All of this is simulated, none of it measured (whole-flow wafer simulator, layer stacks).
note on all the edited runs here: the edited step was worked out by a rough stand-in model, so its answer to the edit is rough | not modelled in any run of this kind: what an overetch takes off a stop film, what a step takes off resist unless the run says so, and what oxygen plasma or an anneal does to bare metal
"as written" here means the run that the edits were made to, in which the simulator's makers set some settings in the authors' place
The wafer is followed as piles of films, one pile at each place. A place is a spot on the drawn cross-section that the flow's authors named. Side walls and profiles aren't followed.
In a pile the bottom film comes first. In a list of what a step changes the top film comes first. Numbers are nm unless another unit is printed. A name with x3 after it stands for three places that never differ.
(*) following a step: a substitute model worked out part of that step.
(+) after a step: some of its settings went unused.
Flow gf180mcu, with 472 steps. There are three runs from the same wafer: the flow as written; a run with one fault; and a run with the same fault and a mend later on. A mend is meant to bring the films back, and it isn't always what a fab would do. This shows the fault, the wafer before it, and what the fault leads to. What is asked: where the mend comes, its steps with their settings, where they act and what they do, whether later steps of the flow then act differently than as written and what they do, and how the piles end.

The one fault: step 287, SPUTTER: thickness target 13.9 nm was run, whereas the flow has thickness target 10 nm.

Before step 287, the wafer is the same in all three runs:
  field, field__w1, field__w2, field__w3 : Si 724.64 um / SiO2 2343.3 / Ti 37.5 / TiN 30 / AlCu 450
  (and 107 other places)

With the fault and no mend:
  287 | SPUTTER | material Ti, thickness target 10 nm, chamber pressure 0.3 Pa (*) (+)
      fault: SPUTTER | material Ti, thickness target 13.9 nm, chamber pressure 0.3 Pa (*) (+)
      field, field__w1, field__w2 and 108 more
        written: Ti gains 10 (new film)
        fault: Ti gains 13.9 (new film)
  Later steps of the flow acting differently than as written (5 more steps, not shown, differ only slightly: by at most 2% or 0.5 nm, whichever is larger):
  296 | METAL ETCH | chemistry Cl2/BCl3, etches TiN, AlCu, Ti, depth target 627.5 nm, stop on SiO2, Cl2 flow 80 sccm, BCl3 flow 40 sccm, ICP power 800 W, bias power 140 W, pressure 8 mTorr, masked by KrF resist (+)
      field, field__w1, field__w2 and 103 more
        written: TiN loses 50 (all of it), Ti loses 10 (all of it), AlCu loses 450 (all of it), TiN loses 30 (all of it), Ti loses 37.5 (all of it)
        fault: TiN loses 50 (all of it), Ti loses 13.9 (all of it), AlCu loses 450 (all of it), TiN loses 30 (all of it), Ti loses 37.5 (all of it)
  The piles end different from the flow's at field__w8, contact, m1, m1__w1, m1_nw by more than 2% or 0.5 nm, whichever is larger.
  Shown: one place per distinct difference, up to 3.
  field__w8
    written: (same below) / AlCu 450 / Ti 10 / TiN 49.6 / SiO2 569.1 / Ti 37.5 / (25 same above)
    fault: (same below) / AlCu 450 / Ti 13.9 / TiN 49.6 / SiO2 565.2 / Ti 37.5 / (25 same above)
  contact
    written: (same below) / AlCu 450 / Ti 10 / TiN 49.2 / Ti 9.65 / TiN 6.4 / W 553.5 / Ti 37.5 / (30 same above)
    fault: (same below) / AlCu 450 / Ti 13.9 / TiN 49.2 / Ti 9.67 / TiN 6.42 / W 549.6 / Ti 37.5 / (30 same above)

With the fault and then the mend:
  After step 287 comes the mend.
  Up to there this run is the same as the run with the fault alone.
  287a | METAL ETCH | chemistry Cl2/BCl3, etches TiN, AlCu, Ti, depth target 3.9 nm, Cl2 flow 80 sccm, BCl3 flow 40 sccm, ICP power 800 W, bias power 140 W, pressure 8 mTorr (the flow's step 260, run once more with other settings)
      field, field__w1, field__w2 and 108 more
        Ti loses 3.9
  Every later step of the flow that is run acts as written at every place that is followed.
  At every place that both follow, the piles at the end match the flow's.
